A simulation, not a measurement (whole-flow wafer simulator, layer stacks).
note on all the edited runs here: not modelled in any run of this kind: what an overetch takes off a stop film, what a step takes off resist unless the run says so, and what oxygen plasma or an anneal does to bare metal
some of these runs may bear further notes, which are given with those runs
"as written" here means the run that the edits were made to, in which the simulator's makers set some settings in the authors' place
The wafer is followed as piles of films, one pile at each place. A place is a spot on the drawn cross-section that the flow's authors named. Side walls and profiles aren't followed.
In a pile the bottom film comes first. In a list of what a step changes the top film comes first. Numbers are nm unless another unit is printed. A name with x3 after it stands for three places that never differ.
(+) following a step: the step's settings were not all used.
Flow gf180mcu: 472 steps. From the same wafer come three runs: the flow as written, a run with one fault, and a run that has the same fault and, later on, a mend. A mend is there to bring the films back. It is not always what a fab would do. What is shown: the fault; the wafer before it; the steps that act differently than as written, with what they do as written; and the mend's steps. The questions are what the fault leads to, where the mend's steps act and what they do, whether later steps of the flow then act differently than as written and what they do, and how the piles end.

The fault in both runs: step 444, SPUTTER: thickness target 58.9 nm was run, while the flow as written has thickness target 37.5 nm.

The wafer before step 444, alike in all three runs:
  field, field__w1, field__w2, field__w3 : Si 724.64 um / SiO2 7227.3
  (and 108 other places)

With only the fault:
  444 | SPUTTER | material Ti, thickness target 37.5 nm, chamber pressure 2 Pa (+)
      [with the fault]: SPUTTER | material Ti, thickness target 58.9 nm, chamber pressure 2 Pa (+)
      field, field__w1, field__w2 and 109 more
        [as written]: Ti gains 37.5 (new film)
        [with the fault]: Ti gains 58.9 (new film)
  Later steps of the flow acting differently than as written (not shown: 4 more steps that differ only slightly, by at most 2% or 0.5 nm, whichever is larger):
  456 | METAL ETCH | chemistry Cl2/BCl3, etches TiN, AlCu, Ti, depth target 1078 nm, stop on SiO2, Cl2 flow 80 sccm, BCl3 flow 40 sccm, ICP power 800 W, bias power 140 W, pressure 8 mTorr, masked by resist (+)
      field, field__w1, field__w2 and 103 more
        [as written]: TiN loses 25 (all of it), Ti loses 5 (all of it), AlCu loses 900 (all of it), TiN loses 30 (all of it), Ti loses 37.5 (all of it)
        [with the fault]: TiN loses 25 (all of it), Ti loses 5 (all of it), AlCu loses 900 (all of it), TiN loses 30 (all of it), Ti loses 58.9 (all of it)
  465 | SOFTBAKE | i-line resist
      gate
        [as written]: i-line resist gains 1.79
        [with the fault]: i-line resist loses 0.2
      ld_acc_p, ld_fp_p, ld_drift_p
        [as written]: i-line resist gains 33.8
        [with the fault]: i-line resist gains 27.8
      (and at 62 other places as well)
  By the end, the piles at field__w8, contact, m1, m1__w1, pad, m1_nw depart from the flow's by more than 2% or 0.5 nm, whichever is larger.
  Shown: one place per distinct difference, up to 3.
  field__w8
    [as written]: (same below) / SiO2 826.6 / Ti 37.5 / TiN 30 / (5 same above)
    [with the fault]: (same below) / SiO2 826.6 / Ti 58.9 / TiN 30 / (5 same above)
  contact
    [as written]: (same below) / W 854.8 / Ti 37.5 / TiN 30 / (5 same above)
    [with the fault]: (same below) / W 854.8 / Ti 58.9 / TiN 30 / (5 same above)
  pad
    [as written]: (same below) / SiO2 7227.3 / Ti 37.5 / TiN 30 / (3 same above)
    [with the fault]: (same below) / SiO2 7227.3 / Ti 58.9 / TiN 30 / (3 same above)

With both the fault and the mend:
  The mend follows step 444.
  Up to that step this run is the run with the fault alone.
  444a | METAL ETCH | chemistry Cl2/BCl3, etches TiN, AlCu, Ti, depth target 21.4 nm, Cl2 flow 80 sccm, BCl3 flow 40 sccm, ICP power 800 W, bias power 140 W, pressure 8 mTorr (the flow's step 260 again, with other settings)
      field, field__w1, field__w2 and 109 more
        Ti loses 21.4
  Every later step of the flow that is run acts as written at every place that is followed.
  By the end, the piles equal the flow's at every place that both follow.
